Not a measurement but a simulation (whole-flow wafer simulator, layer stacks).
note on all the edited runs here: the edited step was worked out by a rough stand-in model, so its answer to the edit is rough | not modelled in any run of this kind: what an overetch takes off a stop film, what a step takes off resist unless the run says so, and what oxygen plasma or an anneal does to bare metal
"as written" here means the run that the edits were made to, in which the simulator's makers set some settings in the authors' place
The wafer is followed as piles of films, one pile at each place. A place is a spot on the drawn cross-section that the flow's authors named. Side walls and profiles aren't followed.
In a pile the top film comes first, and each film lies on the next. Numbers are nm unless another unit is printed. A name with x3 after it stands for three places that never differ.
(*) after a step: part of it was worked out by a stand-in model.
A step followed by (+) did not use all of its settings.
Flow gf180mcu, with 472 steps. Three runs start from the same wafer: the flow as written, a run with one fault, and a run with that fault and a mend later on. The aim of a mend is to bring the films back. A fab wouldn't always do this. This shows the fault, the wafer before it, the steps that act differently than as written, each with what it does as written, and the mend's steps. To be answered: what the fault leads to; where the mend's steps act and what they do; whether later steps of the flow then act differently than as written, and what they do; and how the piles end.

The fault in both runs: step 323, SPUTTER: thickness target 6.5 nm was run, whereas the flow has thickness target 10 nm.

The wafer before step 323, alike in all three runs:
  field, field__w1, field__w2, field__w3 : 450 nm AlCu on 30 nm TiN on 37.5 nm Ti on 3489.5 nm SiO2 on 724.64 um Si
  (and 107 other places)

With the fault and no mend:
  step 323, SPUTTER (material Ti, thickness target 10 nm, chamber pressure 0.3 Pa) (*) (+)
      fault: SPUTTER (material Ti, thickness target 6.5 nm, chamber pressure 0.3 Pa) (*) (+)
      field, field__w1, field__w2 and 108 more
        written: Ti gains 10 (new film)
        fault: Ti gains 6.5 (new film)
  Steps later in the flow that act otherwise than as written (5 more steps, not shown, differ only slightly: by at most 2% or 0.5 nm, whichever is larger):
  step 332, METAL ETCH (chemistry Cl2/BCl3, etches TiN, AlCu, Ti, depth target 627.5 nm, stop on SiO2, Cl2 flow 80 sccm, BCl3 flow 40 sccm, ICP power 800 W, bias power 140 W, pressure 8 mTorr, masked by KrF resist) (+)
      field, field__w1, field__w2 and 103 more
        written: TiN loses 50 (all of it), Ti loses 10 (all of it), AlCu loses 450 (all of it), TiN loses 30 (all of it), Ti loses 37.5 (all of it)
        fault: TiN loses 50 (all of it), Ti loses 6.5 (all of it), AlCu loses 450 (all of it), TiN loses 30 (all of it), Ti loses 37.5 (all of it)
  The piles end different from the flow's at field__w8, contact, m1, m1__w1, m1_nw by more than 2% or 0.5 nm, whichever is larger.
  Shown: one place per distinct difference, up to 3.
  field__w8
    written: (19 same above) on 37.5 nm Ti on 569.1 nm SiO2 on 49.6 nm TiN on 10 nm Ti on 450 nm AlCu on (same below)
    fault: (19 same above) on 37.5 nm Ti on 572.6 nm SiO2 on 49.6 nm TiN on 6.5 nm Ti on 450 nm AlCu on (same below)
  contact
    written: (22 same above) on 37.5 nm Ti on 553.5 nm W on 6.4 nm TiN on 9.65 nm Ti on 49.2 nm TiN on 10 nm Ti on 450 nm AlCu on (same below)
    fault: (22 same above) on 37.5 nm Ti on 557 nm W on 6.39 nm TiN on 9.63 nm Ti on 49.2 nm TiN on 6.5 nm Ti on 450 nm AlCu on (same below)

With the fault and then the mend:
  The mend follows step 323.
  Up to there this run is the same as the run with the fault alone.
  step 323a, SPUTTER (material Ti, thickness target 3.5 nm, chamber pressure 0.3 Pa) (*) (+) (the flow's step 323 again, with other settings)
      field, field__w1, field__w2 and 108 more
        Ti gains 3.5
  Every later step of the flow that is run acts as written at every place that is followed.
  By the end, the piles equal the flow's at every place that both follow.
